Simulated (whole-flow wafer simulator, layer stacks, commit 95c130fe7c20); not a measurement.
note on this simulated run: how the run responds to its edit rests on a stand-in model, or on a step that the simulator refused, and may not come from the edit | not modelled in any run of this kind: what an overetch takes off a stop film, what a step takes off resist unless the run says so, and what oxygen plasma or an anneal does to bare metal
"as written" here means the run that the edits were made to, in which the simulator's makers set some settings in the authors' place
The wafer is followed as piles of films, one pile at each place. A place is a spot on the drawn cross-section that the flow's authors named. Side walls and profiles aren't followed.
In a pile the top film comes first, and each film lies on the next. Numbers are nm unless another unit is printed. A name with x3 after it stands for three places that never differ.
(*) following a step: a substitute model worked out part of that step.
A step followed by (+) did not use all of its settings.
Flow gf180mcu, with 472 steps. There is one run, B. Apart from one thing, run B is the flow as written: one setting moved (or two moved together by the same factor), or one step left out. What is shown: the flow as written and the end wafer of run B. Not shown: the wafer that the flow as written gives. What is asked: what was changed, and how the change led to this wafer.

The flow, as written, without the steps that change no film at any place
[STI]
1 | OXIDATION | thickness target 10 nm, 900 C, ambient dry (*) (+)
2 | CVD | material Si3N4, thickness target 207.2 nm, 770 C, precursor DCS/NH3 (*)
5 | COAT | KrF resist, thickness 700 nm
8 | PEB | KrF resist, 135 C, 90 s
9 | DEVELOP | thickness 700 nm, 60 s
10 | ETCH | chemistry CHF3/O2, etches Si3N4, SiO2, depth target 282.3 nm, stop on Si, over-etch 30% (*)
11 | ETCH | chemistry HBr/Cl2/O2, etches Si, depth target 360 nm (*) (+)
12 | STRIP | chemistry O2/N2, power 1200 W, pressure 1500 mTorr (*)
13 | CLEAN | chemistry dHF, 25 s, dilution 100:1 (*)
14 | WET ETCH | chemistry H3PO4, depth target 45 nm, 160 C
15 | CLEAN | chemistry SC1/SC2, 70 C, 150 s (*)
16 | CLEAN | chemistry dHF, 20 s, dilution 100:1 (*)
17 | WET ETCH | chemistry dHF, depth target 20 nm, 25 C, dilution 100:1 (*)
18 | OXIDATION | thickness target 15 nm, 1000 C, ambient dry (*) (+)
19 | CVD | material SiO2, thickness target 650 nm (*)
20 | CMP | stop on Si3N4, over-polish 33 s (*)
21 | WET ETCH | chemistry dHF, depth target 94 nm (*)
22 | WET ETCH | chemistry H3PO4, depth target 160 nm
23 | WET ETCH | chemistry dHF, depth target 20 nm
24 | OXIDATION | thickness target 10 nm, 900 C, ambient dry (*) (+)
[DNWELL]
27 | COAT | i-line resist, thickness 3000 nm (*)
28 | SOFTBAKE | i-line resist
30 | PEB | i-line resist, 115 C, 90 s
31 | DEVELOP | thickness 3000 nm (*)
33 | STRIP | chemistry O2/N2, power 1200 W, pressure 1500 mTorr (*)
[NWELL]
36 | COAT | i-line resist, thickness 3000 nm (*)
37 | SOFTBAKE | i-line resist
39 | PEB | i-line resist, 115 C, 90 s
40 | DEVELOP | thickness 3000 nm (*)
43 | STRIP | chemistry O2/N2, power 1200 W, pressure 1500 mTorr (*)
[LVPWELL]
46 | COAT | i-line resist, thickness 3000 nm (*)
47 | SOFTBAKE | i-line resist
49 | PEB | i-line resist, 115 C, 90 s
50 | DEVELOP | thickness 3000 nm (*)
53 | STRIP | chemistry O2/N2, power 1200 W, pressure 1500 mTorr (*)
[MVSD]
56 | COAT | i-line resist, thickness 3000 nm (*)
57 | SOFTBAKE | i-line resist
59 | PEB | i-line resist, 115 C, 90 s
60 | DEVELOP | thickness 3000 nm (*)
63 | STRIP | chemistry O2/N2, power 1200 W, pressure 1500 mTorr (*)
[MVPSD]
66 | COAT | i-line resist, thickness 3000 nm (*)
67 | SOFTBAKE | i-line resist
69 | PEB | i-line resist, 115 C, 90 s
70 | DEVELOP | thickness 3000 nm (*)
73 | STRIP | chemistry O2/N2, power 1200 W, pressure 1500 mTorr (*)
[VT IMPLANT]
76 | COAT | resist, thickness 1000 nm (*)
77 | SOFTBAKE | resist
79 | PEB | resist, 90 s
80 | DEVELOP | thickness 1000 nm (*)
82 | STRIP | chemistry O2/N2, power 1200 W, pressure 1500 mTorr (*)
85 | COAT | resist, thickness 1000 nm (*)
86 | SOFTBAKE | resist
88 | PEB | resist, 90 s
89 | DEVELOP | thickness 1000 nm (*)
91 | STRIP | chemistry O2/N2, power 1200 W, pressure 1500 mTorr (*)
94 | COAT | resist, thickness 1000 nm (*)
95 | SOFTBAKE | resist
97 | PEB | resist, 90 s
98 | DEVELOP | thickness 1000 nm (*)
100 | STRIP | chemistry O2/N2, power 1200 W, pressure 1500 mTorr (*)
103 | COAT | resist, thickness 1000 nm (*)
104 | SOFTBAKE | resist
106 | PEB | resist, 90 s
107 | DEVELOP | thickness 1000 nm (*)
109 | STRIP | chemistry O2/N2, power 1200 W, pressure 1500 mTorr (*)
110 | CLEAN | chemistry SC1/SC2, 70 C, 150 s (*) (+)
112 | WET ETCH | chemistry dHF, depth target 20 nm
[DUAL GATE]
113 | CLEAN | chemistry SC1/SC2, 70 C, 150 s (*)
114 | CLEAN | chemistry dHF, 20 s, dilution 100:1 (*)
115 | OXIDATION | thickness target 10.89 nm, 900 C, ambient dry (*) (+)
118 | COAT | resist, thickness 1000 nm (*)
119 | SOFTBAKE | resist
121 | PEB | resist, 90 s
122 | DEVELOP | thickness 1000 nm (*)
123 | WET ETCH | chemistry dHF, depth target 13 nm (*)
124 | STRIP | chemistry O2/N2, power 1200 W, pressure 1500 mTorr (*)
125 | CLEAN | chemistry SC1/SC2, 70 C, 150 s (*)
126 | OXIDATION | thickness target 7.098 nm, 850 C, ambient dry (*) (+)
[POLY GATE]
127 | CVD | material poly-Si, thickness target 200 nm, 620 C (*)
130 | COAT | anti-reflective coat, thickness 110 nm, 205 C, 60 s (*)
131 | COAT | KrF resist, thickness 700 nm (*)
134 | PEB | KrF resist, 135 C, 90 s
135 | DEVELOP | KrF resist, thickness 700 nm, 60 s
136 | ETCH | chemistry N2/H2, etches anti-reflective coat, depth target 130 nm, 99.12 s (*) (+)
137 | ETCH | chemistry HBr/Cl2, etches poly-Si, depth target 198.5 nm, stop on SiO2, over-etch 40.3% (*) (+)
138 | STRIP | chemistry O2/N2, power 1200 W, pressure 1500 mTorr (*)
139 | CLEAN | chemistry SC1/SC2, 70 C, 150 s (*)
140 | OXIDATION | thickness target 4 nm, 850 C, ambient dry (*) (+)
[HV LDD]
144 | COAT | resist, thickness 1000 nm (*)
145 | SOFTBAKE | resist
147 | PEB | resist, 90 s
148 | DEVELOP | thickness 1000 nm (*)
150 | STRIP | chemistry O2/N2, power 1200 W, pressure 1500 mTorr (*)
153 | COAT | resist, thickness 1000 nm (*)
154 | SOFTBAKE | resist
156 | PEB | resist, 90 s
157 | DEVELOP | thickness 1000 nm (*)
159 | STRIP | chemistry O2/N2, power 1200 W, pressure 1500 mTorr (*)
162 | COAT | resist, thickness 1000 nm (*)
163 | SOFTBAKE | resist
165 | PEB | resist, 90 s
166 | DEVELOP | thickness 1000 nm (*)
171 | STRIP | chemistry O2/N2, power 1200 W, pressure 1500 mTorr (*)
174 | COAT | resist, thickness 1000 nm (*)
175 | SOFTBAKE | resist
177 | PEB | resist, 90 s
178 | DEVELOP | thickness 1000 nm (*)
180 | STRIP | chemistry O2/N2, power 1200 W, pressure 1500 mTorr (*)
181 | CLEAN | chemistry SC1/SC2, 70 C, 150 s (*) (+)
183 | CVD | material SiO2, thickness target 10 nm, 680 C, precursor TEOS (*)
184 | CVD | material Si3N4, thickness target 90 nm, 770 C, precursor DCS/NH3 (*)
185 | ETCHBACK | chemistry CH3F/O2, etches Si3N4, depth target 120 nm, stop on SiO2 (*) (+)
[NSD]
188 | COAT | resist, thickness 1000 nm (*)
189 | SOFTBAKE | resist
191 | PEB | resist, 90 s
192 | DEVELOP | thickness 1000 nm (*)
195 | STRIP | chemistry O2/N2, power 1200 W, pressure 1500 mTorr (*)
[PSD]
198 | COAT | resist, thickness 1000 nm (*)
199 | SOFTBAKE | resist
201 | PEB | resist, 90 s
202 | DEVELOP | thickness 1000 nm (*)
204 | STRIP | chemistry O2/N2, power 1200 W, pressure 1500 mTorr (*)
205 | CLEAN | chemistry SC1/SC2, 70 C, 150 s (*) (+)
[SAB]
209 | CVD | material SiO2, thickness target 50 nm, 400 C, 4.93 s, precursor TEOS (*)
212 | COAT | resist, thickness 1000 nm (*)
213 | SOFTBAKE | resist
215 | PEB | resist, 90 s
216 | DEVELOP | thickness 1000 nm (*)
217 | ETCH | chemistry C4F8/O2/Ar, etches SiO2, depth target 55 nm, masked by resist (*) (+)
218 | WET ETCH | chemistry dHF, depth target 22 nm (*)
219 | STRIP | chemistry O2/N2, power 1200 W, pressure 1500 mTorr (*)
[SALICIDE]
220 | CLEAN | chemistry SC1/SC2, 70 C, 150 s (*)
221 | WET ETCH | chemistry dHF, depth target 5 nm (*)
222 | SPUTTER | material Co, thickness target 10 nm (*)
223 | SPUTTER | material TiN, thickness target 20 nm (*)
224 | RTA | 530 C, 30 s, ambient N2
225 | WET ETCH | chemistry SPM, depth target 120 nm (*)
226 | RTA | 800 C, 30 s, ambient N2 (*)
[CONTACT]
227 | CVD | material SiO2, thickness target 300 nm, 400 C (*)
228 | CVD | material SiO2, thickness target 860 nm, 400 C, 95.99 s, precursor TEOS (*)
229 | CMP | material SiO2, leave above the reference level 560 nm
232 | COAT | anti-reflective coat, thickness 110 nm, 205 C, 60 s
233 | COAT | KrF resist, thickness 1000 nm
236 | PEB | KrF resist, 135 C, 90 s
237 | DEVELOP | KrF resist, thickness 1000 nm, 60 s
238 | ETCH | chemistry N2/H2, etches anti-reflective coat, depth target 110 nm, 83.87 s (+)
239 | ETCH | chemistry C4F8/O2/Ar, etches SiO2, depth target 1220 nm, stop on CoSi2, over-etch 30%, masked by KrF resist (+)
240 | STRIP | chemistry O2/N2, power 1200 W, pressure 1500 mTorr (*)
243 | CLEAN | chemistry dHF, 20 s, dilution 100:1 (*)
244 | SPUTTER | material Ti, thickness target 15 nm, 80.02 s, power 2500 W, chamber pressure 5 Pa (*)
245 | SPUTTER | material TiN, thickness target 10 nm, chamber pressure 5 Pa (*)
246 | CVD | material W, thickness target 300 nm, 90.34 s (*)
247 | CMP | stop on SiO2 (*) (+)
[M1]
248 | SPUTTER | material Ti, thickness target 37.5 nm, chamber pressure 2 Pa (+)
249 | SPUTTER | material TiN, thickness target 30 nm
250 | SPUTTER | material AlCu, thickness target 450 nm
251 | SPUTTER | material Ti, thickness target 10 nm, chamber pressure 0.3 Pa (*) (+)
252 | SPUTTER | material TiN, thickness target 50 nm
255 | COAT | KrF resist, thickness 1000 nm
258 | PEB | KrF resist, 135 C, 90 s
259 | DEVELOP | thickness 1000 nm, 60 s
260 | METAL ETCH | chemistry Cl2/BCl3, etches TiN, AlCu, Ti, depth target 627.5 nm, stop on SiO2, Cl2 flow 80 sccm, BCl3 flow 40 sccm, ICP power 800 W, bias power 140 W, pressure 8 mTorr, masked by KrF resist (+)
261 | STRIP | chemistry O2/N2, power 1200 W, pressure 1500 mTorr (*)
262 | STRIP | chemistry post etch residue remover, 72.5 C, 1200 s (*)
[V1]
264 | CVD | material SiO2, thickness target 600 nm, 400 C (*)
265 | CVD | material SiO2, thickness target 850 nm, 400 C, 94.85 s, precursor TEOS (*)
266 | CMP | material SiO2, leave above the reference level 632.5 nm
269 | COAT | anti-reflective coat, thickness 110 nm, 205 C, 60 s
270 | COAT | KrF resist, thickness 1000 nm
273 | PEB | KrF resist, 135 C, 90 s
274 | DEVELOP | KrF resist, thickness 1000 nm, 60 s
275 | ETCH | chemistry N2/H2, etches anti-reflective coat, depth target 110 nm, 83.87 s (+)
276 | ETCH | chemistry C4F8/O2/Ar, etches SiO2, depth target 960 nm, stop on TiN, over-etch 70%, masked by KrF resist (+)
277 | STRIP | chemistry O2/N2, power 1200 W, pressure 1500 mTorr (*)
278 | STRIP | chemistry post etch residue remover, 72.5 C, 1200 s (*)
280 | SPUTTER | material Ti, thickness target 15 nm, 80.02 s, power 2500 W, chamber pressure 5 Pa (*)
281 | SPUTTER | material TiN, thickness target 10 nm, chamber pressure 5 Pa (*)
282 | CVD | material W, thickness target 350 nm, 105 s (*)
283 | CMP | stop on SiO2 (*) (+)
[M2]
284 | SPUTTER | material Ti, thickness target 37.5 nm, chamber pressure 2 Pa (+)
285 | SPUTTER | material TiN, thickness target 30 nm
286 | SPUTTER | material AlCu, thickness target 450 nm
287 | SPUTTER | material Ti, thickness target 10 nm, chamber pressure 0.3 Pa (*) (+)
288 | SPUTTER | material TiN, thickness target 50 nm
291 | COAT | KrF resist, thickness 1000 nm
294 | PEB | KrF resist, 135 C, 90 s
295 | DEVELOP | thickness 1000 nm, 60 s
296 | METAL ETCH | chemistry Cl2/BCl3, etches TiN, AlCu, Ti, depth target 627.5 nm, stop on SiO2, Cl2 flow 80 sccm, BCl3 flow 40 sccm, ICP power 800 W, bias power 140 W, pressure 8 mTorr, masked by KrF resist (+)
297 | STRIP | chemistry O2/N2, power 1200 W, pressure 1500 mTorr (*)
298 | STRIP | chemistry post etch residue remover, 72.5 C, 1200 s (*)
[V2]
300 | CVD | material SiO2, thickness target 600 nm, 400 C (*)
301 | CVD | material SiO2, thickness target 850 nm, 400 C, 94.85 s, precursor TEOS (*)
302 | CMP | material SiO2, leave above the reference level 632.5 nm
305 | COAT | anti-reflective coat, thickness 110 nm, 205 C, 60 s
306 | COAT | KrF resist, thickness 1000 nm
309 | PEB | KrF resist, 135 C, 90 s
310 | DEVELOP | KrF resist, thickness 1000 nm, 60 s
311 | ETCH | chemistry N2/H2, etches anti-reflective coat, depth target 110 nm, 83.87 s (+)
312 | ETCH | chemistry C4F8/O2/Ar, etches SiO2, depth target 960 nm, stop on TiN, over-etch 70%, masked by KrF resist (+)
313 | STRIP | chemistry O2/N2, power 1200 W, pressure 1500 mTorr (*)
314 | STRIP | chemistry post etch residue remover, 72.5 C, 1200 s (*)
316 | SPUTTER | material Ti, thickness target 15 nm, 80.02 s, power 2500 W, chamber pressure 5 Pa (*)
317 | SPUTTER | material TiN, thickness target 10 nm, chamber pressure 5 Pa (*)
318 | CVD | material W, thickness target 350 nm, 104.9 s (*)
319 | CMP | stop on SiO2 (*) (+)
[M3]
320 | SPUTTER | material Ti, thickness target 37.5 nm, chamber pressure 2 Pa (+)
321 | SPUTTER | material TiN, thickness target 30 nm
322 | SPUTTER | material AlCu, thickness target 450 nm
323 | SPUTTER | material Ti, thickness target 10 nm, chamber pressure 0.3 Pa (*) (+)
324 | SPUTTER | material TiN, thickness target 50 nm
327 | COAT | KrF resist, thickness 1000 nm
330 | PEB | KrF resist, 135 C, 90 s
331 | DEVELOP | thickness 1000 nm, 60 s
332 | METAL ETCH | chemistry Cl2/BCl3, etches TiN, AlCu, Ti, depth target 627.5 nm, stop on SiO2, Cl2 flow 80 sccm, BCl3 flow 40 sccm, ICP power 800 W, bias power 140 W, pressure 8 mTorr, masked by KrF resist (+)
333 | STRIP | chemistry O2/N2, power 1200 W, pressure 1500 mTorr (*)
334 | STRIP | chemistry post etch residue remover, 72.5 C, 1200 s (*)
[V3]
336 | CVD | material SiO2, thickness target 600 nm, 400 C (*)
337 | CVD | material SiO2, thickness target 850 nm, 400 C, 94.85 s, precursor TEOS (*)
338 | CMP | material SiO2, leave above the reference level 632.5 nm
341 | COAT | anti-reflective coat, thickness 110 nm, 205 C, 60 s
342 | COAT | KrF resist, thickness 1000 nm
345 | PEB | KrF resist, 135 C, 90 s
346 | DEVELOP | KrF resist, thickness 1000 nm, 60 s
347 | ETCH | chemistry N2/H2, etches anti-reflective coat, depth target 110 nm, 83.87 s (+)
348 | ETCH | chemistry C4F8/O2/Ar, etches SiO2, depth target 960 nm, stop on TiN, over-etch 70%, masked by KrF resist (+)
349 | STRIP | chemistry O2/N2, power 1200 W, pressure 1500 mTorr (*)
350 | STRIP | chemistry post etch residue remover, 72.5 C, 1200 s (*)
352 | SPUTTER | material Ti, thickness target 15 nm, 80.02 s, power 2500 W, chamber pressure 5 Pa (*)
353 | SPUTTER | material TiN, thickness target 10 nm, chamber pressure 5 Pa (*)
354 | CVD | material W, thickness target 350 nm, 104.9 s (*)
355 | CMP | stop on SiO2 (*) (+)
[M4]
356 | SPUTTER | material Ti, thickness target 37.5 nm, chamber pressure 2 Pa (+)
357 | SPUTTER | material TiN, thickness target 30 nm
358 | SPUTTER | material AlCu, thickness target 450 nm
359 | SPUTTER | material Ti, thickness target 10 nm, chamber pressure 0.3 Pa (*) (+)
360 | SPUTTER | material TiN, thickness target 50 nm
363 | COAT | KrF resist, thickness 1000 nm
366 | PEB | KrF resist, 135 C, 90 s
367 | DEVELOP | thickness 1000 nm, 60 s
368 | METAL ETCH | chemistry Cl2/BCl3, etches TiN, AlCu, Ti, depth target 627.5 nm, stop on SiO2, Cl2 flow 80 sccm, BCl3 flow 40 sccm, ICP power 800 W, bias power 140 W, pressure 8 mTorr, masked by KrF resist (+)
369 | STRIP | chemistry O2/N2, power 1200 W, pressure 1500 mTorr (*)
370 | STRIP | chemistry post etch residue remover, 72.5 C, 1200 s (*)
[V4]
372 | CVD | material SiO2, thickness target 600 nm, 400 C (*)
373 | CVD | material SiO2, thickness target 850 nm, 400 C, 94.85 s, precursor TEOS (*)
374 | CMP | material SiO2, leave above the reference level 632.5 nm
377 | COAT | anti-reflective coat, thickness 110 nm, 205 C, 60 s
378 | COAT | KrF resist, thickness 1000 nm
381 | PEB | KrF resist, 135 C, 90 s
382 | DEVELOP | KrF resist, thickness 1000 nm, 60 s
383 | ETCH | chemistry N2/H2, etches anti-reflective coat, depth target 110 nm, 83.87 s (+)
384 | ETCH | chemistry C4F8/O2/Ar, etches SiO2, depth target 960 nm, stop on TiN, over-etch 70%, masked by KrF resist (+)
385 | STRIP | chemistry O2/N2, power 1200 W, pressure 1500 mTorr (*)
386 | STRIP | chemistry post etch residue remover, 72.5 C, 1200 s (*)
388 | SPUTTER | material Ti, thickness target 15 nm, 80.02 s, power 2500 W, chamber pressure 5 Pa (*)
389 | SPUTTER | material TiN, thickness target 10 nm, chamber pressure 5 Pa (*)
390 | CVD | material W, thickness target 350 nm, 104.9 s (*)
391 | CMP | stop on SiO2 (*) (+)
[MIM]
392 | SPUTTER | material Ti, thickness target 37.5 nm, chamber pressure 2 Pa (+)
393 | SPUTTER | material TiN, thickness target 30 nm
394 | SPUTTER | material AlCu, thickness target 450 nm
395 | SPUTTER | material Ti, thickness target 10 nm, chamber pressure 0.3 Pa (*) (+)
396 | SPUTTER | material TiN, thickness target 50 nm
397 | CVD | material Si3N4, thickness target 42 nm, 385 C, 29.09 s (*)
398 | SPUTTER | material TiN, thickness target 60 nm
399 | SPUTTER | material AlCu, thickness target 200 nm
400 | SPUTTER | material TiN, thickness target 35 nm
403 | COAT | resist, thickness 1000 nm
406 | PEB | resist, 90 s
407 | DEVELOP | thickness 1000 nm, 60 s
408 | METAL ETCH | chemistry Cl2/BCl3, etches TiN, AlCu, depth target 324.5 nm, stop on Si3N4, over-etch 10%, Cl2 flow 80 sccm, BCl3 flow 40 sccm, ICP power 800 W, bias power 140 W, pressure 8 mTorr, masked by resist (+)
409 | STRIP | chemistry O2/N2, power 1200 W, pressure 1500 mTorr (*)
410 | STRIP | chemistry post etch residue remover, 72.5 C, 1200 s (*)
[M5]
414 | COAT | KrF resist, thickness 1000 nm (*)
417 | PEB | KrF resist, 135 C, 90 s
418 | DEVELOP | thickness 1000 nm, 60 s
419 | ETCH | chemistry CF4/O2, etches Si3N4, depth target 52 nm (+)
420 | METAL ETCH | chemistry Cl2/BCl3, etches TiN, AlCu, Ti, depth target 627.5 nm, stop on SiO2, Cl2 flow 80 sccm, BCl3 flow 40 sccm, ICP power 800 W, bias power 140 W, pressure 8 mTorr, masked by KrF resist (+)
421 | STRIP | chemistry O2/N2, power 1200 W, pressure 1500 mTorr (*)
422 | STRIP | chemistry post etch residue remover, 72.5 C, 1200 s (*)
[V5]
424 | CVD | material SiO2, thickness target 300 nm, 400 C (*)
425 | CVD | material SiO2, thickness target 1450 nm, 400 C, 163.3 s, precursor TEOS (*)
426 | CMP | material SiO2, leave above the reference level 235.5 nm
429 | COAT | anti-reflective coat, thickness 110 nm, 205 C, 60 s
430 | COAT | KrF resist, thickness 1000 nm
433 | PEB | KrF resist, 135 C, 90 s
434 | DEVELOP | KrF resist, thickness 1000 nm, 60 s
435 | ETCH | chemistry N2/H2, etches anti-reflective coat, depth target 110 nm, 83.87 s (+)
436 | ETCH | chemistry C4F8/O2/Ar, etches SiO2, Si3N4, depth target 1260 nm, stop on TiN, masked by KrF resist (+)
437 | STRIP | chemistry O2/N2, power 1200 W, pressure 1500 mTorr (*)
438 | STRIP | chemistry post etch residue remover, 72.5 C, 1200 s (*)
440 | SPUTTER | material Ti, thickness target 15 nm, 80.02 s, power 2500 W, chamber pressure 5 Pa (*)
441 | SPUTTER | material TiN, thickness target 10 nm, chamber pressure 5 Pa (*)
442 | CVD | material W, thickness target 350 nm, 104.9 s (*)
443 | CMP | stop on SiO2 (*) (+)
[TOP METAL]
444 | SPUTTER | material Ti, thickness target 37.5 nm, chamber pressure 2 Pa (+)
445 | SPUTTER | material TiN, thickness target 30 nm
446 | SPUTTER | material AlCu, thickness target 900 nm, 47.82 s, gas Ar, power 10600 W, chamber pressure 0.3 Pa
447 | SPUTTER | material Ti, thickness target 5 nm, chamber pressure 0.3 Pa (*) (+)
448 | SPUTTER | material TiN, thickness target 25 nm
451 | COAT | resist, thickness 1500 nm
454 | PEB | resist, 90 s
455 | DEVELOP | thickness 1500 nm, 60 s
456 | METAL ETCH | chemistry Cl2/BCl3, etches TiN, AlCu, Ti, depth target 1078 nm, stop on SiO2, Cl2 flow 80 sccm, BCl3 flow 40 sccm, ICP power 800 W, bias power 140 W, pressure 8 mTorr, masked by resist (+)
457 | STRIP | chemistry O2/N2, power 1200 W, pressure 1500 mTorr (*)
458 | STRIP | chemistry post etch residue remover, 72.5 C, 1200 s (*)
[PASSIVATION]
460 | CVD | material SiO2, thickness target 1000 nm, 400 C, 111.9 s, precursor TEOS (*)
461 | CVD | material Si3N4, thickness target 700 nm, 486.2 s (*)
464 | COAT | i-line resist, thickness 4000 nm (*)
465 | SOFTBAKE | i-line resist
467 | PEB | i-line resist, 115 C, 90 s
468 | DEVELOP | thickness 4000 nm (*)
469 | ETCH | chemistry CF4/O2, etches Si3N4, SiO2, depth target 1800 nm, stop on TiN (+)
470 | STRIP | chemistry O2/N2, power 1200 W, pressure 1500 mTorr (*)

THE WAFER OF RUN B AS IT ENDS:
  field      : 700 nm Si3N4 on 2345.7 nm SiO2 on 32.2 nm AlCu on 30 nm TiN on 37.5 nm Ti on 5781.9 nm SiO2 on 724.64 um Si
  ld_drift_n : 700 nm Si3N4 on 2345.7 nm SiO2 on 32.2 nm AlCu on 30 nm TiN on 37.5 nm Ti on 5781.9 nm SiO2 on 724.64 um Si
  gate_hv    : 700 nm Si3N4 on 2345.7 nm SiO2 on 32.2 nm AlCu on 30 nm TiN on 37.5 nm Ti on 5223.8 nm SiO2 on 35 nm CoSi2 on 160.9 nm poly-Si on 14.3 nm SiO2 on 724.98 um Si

Cause: step 420, METAL ETCH: depth target 470.6 nm was run, though the flow has depth target 627.5 nm.

How this came from the change, step by step:
  420 | METAL ETCH | chemistry Cl2/BCl3, etches TiN, AlCu, Ti, depth target 627.5 nm, stop on SiO2, Cl2 flow 80 sccm, BCl3 flow 40 sccm, ICP power 800 W, bias power 140 W, pressure 8 mTorr, masked by KrF resist (+)
      field, field__w1, field__w2 and 101 more: TiN loses 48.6 (all of it), Ti loses 10 (all of it), AlCu loses 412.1 (it would be, as written: TiN loses 48.6 (all of it), Ti loses 10 (all of it), AlCu loses 450 (all of it), TiN loses 30 (all of it), Ti loses 37.5 (all of it))
      field__w4, field__w8, contact, m1, m1__w1, mim, mim_1p0, m1_nw: KrF resist loses 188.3 (it would be, as written: KrF resist loses 251)
  421 | STRIP | chemistry O2/N2, power 1200 W, pressure 1500 mTorr (*)
      field__w8, m1__w1: KrF resist loses 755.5 (all of it) (it would be, as written: KrF resist loses 692.7 (all of it))
      contact, m1: KrF resist loses 755.9 (all of it) (it would be, as written: KrF resist loses 693.2 (all of it))
      (and at 4 other places as well)
  422 | STRIP | chemistry post etch residue remover, 72.5 C, 1200 s (*)
      field, field__w1, field__w2 and 101 more: AlCu loses 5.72 (it would be, as written: nothing)
  424 | CVD | material SiO2, thickness target 300 nm, 400 C (*)
      field, field__w1, field__w2 and 101 more: SiO2 gains 300 (new film) (it would be, as written: SiO2 gains 300)
  426 | CMP | material SiO2, leave above the reference level 235.5 nm
      field, field__w1, field__w5 and 92 more: SiO2 loses 400.5 (it would be, as written: SiO2 loses 300.8)
      field__w2, field__w3, field__w12 and 6 more: SiO2 loses 376.9 (it would be, as written: SiO2 loses 272.7)
If metal films that touch count as one body, field has 1 body; the flow as written gives 0 bodies.
If metal films that touch count as one body, ld_drift_n has 1 body; the flow as written gives 0 bodies.
If metal films that touch count as one body, gate_hv has 2 bodies (between them, from the top down: SiO2 5223.8); the flow as written gives 1 body.
